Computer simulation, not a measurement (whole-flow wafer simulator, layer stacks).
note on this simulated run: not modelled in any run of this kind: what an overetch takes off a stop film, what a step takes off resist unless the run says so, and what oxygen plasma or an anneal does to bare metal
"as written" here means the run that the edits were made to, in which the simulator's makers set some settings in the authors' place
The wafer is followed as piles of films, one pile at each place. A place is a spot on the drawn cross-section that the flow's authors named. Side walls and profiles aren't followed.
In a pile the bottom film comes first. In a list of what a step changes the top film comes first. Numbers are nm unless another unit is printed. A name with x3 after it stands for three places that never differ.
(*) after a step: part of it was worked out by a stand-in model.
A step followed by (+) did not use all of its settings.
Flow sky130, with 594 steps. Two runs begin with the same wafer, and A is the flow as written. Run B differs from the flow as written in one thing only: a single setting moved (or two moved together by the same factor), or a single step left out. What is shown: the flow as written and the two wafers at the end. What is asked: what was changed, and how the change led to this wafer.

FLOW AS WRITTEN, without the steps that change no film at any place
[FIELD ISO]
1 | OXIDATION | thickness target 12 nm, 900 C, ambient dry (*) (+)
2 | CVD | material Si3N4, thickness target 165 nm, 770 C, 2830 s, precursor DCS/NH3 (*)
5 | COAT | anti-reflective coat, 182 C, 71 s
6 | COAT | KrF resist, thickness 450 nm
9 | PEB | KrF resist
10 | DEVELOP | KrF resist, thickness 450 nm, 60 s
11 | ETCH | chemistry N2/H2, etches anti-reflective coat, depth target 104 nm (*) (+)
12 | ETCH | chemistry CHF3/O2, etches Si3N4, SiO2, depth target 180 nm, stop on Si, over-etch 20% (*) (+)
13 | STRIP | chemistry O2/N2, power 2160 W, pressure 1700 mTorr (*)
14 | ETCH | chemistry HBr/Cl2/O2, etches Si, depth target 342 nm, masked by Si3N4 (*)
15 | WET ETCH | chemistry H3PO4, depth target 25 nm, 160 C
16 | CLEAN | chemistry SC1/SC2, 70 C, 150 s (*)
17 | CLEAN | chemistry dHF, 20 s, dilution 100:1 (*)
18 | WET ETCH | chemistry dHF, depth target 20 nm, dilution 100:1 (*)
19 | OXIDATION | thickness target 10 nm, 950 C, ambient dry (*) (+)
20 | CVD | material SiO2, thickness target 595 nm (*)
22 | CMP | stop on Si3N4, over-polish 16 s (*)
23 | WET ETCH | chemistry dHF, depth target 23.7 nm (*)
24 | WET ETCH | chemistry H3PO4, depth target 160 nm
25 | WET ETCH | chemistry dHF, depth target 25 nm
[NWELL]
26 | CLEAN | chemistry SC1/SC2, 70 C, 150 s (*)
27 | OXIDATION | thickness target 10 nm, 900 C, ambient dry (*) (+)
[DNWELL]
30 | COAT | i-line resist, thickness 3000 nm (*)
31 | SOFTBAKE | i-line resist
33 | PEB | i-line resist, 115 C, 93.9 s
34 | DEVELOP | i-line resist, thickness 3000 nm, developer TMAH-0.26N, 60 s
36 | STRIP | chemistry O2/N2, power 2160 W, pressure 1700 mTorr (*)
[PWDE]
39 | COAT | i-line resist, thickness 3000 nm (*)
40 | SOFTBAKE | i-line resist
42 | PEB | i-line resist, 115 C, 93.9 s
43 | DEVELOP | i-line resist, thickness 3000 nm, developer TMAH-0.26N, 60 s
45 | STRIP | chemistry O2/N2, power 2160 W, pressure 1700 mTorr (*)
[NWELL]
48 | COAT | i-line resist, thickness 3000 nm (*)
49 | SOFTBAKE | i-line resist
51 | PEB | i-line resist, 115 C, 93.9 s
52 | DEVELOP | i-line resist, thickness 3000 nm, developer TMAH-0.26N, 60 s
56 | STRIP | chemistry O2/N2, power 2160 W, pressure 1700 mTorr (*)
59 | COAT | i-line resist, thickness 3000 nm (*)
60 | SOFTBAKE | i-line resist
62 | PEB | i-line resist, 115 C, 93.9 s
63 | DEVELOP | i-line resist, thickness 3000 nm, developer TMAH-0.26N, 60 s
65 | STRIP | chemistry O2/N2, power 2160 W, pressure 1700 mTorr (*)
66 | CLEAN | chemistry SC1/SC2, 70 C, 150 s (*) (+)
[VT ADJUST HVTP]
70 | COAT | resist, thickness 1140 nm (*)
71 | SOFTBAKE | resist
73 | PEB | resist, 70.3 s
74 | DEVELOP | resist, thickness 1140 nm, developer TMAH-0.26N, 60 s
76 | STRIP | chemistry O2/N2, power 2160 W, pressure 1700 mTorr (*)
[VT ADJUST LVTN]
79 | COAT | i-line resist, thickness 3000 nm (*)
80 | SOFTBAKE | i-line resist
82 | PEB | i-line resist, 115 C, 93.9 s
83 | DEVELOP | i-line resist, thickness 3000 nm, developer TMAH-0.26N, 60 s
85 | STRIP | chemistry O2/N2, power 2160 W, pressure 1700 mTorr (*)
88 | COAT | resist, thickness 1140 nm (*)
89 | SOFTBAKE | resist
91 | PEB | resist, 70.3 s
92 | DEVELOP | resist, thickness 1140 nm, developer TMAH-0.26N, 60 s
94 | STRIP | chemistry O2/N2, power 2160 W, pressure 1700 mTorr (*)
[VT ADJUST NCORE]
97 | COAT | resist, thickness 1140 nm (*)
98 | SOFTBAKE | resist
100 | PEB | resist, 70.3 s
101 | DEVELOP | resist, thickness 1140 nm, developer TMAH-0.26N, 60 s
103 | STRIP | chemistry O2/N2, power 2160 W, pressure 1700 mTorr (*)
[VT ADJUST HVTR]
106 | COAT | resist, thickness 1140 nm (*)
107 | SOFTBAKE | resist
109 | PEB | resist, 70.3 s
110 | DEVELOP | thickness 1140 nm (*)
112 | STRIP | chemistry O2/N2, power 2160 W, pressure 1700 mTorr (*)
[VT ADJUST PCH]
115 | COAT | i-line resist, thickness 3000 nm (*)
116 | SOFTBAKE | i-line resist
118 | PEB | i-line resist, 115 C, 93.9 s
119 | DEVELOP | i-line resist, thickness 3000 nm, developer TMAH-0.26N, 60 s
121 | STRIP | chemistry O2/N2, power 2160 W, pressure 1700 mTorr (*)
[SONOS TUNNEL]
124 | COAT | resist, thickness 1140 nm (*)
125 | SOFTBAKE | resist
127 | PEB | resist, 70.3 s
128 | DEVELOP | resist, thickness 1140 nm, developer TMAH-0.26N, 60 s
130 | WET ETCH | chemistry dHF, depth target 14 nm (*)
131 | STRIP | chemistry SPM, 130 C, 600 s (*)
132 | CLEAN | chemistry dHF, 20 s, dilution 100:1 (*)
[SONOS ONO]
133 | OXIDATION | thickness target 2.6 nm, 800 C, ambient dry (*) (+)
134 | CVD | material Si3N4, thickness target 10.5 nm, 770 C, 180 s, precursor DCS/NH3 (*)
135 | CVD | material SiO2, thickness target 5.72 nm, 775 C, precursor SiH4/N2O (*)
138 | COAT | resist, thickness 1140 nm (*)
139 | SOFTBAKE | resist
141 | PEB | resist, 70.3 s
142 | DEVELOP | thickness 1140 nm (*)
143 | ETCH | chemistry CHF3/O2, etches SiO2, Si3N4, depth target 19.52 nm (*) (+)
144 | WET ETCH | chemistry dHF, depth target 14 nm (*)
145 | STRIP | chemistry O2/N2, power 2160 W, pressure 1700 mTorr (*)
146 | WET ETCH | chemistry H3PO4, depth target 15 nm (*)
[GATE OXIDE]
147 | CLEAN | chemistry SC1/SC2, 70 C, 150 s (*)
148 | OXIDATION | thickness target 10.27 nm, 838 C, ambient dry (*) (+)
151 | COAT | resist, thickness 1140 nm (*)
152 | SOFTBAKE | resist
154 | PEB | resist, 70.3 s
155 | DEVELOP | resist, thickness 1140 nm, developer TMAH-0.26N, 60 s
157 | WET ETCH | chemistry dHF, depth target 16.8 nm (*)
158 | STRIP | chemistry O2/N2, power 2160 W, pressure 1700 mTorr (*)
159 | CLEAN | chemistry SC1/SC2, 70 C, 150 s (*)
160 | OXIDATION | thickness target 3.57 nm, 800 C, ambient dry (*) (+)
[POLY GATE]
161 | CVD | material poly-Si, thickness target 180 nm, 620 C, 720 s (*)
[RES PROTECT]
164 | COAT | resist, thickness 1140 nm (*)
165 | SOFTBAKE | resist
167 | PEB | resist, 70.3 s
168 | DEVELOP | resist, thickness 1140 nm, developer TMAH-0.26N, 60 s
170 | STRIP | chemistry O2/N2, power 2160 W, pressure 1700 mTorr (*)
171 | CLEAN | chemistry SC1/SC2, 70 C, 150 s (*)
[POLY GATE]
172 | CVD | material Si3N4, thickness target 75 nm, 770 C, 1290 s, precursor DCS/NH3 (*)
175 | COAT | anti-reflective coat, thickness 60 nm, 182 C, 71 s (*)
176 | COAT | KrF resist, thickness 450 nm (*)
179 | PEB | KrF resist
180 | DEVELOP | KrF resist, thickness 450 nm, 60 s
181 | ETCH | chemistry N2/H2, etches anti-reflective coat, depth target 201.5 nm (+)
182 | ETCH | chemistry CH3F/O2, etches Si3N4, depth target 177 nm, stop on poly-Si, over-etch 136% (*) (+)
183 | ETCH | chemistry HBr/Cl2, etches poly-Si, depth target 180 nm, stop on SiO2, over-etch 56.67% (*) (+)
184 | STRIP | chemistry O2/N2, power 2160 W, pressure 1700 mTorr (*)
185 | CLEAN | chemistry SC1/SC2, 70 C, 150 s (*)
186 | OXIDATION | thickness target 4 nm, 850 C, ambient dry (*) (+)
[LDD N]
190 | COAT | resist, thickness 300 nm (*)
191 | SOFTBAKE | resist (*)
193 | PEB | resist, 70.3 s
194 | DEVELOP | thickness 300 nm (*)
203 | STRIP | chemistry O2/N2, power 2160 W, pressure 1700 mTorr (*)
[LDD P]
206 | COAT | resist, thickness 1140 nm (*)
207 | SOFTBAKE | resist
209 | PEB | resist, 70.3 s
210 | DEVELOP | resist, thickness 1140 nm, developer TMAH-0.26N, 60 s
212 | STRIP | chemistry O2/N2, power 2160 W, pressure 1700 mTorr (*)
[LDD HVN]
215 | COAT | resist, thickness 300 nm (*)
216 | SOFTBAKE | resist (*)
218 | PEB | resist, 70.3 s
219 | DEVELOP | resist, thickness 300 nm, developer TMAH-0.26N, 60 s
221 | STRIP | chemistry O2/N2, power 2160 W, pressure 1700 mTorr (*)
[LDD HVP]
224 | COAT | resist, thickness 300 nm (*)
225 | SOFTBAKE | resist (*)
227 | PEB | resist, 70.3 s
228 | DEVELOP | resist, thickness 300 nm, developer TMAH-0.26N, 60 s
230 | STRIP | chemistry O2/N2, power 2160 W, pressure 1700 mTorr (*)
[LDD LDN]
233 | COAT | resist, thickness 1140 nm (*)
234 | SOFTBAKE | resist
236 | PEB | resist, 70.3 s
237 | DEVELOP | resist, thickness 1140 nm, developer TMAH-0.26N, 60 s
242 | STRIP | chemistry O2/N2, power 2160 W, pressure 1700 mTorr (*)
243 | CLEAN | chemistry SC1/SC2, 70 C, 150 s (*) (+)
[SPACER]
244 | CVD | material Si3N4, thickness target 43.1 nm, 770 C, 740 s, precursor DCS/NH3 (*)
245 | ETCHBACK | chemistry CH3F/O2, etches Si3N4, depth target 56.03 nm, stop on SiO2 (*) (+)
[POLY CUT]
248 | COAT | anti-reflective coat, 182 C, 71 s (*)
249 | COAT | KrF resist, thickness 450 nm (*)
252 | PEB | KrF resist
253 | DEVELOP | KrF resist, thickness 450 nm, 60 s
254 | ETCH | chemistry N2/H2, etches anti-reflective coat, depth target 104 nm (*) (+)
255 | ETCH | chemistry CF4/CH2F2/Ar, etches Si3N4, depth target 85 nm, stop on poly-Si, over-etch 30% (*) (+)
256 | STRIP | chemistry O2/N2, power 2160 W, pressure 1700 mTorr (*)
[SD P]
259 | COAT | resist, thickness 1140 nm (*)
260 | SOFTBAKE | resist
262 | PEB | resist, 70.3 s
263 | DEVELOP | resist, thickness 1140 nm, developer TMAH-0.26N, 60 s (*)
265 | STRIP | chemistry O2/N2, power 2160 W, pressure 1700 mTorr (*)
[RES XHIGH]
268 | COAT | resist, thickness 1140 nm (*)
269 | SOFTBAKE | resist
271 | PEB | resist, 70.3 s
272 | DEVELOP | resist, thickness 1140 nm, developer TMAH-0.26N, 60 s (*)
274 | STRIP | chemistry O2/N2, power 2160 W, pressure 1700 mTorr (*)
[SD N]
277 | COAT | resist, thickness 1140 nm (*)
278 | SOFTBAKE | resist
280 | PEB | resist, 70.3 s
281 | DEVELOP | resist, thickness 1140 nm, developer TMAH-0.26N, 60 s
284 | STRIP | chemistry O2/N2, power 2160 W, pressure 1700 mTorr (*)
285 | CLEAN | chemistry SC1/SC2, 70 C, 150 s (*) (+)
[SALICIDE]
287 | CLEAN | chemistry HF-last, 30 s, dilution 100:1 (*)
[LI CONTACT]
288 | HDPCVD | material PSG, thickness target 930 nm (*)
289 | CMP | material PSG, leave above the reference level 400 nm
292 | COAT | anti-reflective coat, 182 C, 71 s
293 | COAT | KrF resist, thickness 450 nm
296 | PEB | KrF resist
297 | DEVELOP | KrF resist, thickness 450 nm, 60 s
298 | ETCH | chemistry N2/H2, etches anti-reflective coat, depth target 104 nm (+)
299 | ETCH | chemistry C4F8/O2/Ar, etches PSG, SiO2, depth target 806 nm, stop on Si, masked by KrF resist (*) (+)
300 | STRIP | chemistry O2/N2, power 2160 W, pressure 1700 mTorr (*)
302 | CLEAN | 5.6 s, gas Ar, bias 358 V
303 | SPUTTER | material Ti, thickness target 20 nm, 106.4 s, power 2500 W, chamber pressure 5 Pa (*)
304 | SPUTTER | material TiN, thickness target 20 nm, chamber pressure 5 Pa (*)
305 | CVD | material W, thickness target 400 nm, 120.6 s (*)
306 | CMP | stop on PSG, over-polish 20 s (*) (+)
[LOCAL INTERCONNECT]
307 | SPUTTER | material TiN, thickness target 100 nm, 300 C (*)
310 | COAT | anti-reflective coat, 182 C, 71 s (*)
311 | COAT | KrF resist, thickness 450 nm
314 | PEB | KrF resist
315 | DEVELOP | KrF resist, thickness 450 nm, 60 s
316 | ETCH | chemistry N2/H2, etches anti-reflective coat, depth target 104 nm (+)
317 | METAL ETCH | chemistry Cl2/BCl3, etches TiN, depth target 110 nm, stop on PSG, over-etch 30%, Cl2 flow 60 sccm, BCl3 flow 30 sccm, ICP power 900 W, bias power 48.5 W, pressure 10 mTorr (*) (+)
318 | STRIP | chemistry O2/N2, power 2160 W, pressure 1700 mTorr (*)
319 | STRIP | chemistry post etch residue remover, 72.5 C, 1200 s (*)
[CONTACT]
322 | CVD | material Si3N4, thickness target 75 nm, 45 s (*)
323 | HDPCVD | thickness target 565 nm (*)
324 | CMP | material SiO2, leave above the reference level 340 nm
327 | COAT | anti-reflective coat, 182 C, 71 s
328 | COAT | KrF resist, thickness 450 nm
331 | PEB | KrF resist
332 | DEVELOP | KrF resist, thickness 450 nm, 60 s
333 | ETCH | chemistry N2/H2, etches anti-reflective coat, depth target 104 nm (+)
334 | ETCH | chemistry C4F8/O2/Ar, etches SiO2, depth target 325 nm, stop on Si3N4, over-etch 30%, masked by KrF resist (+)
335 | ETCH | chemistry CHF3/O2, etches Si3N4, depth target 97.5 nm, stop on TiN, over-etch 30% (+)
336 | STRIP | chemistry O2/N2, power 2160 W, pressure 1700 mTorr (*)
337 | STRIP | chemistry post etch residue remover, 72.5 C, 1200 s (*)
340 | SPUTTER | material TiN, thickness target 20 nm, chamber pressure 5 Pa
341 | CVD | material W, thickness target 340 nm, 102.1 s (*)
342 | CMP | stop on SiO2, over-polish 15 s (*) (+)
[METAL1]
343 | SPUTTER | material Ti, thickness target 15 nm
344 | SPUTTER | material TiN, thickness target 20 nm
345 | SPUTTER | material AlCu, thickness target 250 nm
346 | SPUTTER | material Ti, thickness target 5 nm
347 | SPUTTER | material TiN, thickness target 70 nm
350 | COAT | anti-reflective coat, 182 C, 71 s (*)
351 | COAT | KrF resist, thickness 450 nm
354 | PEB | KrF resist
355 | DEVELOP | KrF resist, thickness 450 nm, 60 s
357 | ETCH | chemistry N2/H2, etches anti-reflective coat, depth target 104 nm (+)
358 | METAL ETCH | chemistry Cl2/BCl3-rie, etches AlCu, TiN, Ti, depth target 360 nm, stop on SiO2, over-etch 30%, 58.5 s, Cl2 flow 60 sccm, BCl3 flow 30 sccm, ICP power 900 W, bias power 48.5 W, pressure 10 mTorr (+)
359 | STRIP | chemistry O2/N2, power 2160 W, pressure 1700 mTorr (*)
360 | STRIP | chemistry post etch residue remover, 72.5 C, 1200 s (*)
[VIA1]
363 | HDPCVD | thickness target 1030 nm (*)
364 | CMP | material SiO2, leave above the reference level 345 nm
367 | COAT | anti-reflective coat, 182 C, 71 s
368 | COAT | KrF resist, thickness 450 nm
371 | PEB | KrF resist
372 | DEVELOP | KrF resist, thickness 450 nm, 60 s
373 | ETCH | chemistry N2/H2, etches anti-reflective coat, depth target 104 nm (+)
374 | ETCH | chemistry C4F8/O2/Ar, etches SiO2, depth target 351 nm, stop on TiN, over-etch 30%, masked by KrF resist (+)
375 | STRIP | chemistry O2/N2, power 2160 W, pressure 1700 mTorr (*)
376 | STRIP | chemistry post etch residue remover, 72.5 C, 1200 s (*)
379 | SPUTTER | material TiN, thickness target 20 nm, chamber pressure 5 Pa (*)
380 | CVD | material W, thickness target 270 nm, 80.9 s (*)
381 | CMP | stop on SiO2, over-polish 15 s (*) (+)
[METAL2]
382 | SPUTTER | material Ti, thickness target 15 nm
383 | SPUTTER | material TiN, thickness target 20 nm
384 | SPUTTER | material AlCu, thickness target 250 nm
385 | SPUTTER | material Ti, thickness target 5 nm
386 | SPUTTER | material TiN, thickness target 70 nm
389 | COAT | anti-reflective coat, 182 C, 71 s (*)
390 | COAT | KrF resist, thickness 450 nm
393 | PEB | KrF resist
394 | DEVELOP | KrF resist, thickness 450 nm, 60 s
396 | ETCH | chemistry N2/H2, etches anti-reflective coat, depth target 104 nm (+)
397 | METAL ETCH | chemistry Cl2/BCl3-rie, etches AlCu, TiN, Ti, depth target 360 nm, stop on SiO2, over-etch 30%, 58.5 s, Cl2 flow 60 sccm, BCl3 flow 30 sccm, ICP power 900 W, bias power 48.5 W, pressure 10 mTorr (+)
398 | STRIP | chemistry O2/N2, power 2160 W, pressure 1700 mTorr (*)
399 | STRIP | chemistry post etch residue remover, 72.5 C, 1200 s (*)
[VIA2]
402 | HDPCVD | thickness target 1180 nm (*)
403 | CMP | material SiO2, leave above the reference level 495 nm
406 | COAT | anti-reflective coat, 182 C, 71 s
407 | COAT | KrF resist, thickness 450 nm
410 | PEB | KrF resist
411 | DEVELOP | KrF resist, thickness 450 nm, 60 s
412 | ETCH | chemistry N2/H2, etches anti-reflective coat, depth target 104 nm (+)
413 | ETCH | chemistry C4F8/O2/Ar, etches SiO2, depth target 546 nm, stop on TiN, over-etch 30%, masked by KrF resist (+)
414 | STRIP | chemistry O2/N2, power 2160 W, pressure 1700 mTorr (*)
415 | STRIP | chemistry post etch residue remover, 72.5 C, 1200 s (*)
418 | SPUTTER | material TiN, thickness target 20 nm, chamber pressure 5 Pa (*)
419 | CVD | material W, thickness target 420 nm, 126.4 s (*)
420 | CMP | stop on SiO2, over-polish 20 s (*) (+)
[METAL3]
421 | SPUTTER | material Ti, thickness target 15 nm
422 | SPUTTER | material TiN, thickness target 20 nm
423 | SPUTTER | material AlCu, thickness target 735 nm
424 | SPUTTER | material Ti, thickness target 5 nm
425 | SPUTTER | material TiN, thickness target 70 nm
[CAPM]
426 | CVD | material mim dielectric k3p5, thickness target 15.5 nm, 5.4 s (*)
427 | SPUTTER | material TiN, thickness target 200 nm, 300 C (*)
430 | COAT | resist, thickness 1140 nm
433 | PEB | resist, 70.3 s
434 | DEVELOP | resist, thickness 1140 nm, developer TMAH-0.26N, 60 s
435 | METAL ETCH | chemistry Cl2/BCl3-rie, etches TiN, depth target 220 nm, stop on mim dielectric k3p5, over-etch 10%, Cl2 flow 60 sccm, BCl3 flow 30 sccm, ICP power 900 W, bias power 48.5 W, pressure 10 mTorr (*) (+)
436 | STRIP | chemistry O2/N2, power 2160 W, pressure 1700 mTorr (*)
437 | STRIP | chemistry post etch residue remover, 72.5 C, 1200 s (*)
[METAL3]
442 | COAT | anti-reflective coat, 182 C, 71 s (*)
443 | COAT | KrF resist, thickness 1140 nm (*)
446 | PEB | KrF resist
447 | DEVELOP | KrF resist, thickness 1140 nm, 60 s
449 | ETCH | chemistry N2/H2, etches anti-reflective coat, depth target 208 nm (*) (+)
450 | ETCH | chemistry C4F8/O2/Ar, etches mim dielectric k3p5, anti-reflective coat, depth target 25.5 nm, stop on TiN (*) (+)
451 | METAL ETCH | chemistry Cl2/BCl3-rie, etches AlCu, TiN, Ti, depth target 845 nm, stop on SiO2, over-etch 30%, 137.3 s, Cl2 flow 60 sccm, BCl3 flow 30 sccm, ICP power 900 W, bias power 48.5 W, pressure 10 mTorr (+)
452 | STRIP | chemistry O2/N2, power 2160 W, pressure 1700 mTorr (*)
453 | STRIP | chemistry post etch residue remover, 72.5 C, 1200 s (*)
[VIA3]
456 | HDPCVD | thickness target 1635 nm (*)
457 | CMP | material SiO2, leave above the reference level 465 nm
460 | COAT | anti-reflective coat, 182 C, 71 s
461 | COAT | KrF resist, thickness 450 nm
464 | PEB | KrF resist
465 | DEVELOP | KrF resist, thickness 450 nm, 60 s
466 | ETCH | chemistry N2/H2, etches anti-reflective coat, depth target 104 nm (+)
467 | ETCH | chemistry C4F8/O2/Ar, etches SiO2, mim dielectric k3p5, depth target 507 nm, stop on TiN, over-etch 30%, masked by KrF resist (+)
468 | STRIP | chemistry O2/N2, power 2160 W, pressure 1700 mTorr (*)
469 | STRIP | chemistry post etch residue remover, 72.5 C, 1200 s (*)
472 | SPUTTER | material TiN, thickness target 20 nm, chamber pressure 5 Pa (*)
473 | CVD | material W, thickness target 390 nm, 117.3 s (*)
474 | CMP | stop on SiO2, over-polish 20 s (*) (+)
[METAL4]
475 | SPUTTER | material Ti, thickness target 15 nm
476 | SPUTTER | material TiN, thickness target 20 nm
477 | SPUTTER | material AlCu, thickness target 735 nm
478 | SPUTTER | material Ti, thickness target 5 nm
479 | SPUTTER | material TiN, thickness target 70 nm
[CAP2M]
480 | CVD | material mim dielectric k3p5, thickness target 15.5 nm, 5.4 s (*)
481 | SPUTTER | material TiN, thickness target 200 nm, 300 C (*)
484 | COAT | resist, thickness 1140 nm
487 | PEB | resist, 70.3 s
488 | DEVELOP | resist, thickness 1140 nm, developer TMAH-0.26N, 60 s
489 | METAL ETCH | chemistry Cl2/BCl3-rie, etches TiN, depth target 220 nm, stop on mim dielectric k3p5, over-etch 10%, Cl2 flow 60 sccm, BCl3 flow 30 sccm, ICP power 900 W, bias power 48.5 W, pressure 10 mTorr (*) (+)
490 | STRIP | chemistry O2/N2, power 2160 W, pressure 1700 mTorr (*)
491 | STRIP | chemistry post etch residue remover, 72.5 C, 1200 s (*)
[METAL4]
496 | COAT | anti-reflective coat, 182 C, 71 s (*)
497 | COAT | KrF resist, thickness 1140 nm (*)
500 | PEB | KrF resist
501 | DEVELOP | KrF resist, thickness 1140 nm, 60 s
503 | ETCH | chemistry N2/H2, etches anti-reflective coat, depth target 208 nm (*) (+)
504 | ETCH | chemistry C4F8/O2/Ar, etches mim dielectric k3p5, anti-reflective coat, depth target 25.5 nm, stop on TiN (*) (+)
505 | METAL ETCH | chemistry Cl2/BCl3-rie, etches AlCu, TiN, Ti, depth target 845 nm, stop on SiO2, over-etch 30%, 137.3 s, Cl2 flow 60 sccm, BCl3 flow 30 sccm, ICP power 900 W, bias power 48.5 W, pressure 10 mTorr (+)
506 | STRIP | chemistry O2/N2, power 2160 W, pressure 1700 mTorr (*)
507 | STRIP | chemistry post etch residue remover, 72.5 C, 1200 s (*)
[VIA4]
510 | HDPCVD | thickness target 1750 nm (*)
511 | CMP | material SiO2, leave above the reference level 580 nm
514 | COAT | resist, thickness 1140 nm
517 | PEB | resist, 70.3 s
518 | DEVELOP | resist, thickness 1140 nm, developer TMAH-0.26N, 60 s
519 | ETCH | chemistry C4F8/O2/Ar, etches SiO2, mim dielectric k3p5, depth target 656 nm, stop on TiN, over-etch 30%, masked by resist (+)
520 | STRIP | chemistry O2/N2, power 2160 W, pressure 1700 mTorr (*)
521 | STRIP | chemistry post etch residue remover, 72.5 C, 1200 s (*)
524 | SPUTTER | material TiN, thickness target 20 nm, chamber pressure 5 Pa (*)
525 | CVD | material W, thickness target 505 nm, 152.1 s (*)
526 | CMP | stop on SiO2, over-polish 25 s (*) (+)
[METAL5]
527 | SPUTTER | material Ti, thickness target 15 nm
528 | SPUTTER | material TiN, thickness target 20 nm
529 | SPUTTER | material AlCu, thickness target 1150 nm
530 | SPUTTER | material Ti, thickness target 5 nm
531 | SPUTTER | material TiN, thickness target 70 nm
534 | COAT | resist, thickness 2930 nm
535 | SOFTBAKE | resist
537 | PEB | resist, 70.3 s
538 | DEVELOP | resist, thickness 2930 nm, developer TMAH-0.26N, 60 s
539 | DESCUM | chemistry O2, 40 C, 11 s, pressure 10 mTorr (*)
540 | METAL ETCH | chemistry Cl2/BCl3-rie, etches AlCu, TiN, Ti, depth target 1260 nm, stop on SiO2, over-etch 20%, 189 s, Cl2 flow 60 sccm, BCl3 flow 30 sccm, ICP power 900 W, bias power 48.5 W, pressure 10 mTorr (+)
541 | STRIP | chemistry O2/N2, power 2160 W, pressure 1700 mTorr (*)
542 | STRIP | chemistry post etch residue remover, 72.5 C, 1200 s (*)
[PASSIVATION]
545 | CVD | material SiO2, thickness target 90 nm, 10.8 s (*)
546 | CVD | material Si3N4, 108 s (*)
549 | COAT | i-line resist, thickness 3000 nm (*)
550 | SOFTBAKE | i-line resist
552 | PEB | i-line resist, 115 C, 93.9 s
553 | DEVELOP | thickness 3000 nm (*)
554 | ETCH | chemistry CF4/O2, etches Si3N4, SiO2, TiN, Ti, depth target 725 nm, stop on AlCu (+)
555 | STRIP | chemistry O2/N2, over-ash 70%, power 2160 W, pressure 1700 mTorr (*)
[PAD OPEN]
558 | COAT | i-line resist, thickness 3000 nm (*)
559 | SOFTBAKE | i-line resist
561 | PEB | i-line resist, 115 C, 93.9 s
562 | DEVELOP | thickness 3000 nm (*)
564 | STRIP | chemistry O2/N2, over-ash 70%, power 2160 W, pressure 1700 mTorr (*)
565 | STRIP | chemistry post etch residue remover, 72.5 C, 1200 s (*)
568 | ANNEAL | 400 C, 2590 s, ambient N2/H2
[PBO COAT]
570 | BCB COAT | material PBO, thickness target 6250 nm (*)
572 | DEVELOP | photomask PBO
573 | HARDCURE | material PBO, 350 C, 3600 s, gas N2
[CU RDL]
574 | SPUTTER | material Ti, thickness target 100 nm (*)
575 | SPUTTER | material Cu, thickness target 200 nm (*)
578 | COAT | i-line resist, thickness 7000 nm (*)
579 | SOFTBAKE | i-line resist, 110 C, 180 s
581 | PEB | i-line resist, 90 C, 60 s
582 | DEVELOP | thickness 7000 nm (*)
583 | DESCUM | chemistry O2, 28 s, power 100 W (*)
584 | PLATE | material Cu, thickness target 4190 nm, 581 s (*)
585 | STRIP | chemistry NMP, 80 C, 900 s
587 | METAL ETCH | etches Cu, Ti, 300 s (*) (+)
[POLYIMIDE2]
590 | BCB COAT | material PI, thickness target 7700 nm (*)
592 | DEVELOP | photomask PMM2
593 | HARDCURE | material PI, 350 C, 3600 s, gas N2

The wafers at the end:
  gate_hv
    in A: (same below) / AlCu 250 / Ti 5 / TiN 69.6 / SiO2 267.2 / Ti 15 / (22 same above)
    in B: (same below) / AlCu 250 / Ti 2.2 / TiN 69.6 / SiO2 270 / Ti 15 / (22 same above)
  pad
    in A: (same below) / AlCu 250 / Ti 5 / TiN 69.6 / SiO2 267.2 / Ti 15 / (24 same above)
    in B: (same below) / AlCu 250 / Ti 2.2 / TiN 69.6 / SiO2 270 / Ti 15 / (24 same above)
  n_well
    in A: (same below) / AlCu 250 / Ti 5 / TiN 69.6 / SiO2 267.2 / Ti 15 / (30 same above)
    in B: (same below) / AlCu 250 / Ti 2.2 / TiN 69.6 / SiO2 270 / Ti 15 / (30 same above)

What caused this: step 346, SPUTTER: thickness target 2.2 nm was run, whereas the flow has thickness target 5 nm.
The wafer itself shows it: gate_hv has Ti 2.2, and step 346 as written asks for 5 nm.

The path from the change to this, step by step:
  346 | SPUTTER | material Ti, thickness target 5 nm
      field, active, n_well and 188 more: A +5 Ti (new film) | B +2.2 Ti (new film)
  358 | METAL ETCH | chemistry Cl2/BCl3-rie, etches AlCu, TiN, Ti, depth target 360 nm, stop on SiO2, over-etch 30%, 58.5 s, Cl2 flow 60 sccm, BCl3 flow 30 sccm, ICP power 900 W, bias power 48.5 W, pressure 10 mTorr (+)
      field, active, gate and 81 more: A -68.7 TiN (all of it), -5 Ti (all of it), -250 AlCu (all of it), -20 TiN (all of it), -15 Ti (all of it), -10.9 SiO2 | B -68.7 TiN (all of it), -2.2 Ti (all of it), -250 AlCu (all of it), -20 TiN (all of it), -15 Ti (all of it), -11.2 SiO2
